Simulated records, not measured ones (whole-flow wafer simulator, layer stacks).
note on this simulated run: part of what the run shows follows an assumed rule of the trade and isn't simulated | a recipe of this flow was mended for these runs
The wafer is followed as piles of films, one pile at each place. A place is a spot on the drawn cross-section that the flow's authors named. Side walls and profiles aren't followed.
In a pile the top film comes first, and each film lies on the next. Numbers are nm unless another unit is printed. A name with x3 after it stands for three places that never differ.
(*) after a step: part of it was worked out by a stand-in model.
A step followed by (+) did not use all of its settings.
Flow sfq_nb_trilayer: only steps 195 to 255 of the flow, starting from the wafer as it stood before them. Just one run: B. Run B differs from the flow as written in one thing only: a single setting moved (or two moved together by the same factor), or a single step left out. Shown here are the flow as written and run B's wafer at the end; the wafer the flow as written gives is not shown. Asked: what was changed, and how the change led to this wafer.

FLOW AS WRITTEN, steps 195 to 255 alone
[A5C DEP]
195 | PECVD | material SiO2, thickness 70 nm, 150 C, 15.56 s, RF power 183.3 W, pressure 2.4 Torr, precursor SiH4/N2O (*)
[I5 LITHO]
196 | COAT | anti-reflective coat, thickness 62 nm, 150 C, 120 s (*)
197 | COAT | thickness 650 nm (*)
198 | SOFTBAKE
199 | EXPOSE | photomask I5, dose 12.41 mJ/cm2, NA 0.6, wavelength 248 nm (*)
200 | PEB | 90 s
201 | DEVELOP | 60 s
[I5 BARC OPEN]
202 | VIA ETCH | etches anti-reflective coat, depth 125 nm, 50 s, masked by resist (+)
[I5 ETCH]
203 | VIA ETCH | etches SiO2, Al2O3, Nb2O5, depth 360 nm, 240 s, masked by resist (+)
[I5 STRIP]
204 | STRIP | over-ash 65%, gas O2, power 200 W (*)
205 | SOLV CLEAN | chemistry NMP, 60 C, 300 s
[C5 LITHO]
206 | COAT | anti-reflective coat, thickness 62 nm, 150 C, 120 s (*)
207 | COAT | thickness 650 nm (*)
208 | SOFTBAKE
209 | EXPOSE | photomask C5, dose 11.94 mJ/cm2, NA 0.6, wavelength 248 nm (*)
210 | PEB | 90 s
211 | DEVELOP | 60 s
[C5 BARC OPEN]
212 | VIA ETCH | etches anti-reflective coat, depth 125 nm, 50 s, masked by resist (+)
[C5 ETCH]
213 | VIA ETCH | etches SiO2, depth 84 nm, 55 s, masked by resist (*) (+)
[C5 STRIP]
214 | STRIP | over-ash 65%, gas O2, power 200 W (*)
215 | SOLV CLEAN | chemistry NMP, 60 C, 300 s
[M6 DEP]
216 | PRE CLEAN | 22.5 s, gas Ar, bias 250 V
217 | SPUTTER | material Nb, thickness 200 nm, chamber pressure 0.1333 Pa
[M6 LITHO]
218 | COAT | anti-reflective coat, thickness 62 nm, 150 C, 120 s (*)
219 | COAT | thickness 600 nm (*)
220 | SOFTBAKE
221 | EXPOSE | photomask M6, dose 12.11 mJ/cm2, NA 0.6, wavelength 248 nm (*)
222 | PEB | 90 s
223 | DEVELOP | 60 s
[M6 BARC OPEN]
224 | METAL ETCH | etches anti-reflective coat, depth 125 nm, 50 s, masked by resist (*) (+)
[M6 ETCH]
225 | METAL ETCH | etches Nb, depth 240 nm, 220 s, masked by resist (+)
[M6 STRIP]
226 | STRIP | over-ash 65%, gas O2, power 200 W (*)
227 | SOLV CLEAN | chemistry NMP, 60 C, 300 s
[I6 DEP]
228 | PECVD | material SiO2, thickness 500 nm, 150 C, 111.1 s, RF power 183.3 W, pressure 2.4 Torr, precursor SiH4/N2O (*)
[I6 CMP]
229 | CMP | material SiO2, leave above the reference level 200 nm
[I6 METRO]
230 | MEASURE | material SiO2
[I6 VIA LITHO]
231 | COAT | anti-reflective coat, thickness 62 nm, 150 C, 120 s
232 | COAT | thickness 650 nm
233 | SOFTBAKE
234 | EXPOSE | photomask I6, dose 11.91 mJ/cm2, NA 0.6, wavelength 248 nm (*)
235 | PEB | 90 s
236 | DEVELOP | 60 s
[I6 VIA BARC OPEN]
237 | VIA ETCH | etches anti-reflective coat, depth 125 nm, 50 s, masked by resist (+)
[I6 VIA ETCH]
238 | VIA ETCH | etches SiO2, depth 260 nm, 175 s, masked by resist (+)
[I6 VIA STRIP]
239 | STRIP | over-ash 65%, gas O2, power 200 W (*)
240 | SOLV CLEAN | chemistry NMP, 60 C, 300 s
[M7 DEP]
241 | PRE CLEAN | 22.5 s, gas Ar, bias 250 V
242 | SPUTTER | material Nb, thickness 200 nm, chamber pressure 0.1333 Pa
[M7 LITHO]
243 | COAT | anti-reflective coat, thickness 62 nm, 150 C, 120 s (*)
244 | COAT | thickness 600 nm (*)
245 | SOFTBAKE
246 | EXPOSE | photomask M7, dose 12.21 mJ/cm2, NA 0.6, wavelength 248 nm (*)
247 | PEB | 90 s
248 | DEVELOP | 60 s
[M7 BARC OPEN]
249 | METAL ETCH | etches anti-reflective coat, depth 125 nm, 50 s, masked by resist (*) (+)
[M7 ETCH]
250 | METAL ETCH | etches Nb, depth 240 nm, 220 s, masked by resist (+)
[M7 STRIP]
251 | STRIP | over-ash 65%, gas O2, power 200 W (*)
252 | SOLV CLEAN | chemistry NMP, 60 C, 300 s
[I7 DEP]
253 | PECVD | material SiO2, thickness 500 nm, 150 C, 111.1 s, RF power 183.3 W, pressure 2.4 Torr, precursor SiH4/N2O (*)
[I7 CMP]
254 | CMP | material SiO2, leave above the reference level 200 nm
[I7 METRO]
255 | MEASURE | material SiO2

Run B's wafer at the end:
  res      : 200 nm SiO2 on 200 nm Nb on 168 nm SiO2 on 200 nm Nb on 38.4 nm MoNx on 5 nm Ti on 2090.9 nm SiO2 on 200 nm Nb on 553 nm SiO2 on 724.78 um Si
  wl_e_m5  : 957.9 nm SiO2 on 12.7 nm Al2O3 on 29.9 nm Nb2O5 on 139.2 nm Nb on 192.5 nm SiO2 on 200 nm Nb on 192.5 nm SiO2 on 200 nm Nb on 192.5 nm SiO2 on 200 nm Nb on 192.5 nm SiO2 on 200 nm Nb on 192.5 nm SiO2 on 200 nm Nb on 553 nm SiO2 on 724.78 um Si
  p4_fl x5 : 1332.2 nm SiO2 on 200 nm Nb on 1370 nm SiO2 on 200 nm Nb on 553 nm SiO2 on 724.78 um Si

What caused this: step 195, PECVD: 6.222 s was run, while the flow as written has 15.56 s.

The path from the change to this, step by step:
  195 | PECVD | material SiO2, thickness 70 nm, 150 C, 15.56 s, RF power 183.3 W, pressure 2.4 Torr, precursor SiH4/N2O (*)
      field_l, v_sur, via_wl and 92 more: SiO2 gains 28 (as written it would have been: SiO2 gains 70)
      ce_l, c5j, ce_r and 8 more: SiO2 gains 28 (new film) (as written it would have been: SiO2 gains 70 (new film))
  196 | COAT | anti-reflective coat, thickness 62 nm, 150 C, 120 s (*)
      r5r_line_l, r5r_line_c, r5r_line_r: anti-reflective coat gains 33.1 (new film) (as written it would have been: anti-reflective coat gains 35.5 (new film))
      r5r_spacepad_l, r5r_spacepad_r: anti-reflective coat gains 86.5 (new film) (as written it would have been: anti-reflective coat gains 89.1 (new film))
      (also at 1 further place)
  203 | VIA ETCH | etches SiO2, Al2O3, Nb2O5, depth 360 nm, 240 s, masked by resist (+)
      be: SiO2 loses 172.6 (all of it), Al2O3 loses 12.7 (all of it), Nb2O5 loses 29.9 (all of it), Nb loses 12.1 (as written it would have been: SiO2 loses 214.5 (all of it), Al2O3 loses 12.7 (all of it), Nb2O5 loses 29.9 (all of it), Nb loses 8.57)
  204 | STRIP | over-ash 65%, gas O2, power 200 W (*)
      r5r_line_l, r5r_line_c, r5r_line_r: KrF-resist-other-grade loses 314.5 (all of it), anti-reflective coat loses 33.1 (all of it) (as written it would have been: KrF-resist-other-grade loses 314.5 (all of it), anti-reflective coat loses 35.5 (all of it))
      r5r_spacepad_l, r5r_spacepad_r: KrF-resist-other-grade loses 316.2 (all of it), anti-reflective coat loses 86.5 (all of it) (as written it would have been: KrF-resist-other-grade loses 316.1 (all of it), anti-reflective coat loses 89.1 (all of it))
      (also at 1 further place)
  206 | COAT | anti-reflective coat, thickness 62 nm, 150 C, 120 s (*)
      r5r_line_l, r5r_line_c, r5r_line_r: anti-reflective coat gains 33.1 (new film) (as written it would have been: anti-reflective coat gains 35.5 (new film))
      r5r_spacepad_l, r5r_spacepad_r: anti-reflective coat gains 86.5 (new film) (as written it would have been: anti-reflective coat gains 89.1 (new film))
      (also at 2 further places)
  207 | COAT | thickness 650 nm (*)
      be: KrF-resist-other-grade gains 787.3 (new film) (as written it would have been: KrF-resist-other-grade gains 815 (new film))
  213 | VIA ETCH | etches SiO2, depth 84 nm, 55 s, masked by resist (*) (+)
      c5j: SiO2 loses 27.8 (all of it), Nb loses 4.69 (as written it would have been: SiO2 loses 69.7 (all of it), Nb loses 1.19)
      res: SiO2 loses 27.7 (all of it), Ti loses 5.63 (as written it would have been: SiO2 loses 69.7 (all of it), Ti loses 1.43)
  214 | STRIP | over-ash 65%, gas O2, power 200 W (*)
      r5r_line_l, r5r_line_c, r5r_line_r: KrF-resist-other-grade loses 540 (all of it), anti-reflective coat loses 33.1 (all of it) (as written it would have been: KrF-resist-other-grade loses 540 (all of it), anti-reflective coat loses 35.5 (all of it))
      r5r_spacepad_l, r5r_spacepad_r: KrF-resist-other-grade loses 541.7 (all of it), anti-reflective coat loses 86.5 (all of it) (as written it would have been: KrF-resist-other-grade loses 541.6 (all of it), anti-reflective coat loses 89.1 (all of it))
      (also at 2 further places)
  216 | PRE CLEAN | 22.5 s, gas Ar, bias 250 V
      res: Ti loses 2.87 (all of it), MoNx loses 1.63 (as written it would have been: Ti loses 4.53)
  217 | SPUTTER | material Nb, thickness 200 nm, chamber pressure 0.1333 Pa
      be: Nb gains 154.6 (as written it would have been: Nb gains 145.8)
      c5j: Nb gains 197.9 (as written it would have been: Nb gains 188.4)
      (also at 1 further place)
  218 | COAT | anti-reflective coat, thickness 62 nm, 150 C, 120 s (*)
      r5r_line_l, r5r_line_c, r5r_line_r: anti-reflective coat gains 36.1 (new film) (as written it would have been: anti-reflective coat gains 37.1 (new film))
      wire: anti-reflective coat gains 34.1 (new film) (as written it would have been: anti-reflective coat gains 33.4 (new film))
      (also at 12 further places)
  219 | COAT | thickness 600 nm (*)
      be: KrF-resist-other-grade gains 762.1 (new film) (as written it would have been: KrF-resist-other-grade gains 795.2 (new film))
  224 | METAL ETCH | etches anti-reflective coat, depth 125 nm, 50 s, masked by resist (*) (+)
      r5r_line_l, r5r_line_c, r5r_line_r: anti-reflective coat loses 36.1 (all of it) (as written it would have been: anti-reflective coat loses 37.1 (all of it))
      field_r: anti-reflective coat loses 64.8 (all of it) (as written it would have been: anti-reflective coat loses 67 (all of it))
      (also at 1 further place)
  226 | STRIP | over-ash 65%, gas O2, power 200 W (*)
      wire: KrF-resist-other-grade loses 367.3 (all of it), anti-reflective coat loses 34.1 (all of it) (as written it would have been: KrF-resist-other-grade loses 363.9 (all of it), anti-reflective coat loses 33.4 (all of it))
      be: KrF-resist-other-grade loses 526.3 (all of it), anti-reflective coat loses 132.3 (all of it) (as written it would have been: KrF-resist-other-grade loses 559.4 (all of it), anti-reflective coat loses 139.6 (all of it))
      (also at 9 further places)
  228 | PECVD | material SiO2, thickness 500 nm, 150 C, 111.1 s, RF power 183.3 W, pressure 2.4 Torr, precursor SiH4/N2O (*)
      be: SiO2 gains 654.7 (new film) (as written it would have been: SiO2 gains 702 (new film))
      c5j: SiO2 gains 500 (new film) (as written it would have been: SiO2 gains 514.7 (new film))
  229 | CMP | material SiO2, leave above the reference level 200 nm
      c5j: SiO2 loses 261.3 (as written it would have been: SiO2 loses 228)
      res: SiO2 loses 324.5 (as written it would have been: SiO2 loses 279.3)
